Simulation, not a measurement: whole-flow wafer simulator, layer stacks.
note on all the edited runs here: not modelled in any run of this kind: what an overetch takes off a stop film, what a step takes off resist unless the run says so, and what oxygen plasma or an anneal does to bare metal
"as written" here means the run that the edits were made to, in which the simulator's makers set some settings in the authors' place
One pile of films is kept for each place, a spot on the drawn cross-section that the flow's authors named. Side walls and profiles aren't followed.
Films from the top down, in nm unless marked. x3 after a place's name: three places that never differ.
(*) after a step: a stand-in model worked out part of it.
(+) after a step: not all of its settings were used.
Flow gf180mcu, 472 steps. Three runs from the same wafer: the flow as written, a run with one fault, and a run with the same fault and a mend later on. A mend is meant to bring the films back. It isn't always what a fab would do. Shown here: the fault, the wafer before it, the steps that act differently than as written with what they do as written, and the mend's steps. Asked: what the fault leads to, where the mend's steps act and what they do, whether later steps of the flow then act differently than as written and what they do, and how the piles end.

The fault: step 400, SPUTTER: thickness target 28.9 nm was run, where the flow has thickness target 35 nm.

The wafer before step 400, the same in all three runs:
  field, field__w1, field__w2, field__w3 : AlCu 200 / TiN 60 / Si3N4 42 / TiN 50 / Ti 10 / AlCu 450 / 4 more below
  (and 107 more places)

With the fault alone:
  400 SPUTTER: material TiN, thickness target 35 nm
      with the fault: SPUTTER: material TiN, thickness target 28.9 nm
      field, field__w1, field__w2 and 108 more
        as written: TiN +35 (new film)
        with the fault: TiN +28.9 (new film)
  Later steps of the flow that act differently than as written (9 more steps differ only slightly, by at most 2% or 0.5 nm, whichever is larger, and aren't shown):
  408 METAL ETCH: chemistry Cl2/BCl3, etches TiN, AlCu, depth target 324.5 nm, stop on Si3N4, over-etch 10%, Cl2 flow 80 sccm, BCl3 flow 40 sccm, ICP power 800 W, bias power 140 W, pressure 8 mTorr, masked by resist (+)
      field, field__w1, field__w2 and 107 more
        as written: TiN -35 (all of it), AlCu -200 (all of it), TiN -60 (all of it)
        with the fault: TiN -28.9 (all of it), AlCu -200 (all of it), TiN -60 (all of it)
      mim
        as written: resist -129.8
        with the fault: resist -127.1
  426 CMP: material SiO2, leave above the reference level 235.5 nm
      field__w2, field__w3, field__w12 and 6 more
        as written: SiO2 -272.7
        with the fault: SiO2 -278.8
  At the end the piles differ from the flow's by more than 2% or 0.5 nm, whichever is larger, at mim.
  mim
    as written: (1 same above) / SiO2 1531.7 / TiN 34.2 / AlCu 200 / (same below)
    with the fault: (1 same above) / SiO2 1531.7 / TiN 28.1 / AlCu 200 / (same below)

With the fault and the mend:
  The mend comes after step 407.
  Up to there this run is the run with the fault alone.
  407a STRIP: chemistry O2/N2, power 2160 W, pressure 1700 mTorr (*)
      mim
        resist -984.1 (all of it)
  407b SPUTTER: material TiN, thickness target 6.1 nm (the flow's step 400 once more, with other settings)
      field, field__w1, field__w2 and 108 more
        TiN +6.1
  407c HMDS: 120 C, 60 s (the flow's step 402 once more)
      changes no film at any place that is followed
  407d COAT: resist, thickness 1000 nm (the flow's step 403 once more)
      field, field__w1, field__w2 and 108 more
        resist +1000 (new film)
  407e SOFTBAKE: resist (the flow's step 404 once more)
      changes no film at any place that is followed
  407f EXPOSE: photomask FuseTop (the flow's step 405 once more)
      changes no film at any place that is followed
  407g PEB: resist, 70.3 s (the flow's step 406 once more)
      field, field__w1, field__w2 and 108 more
        resist -15.9
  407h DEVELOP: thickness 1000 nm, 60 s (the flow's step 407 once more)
      field, field__w1, field__w2 and 107 more
        resist -984.1 (all of it)
  No later step of the flow acts differently than as written at any place that is followed.
  At the end the piles are the same as the flow's at every place that both follow.
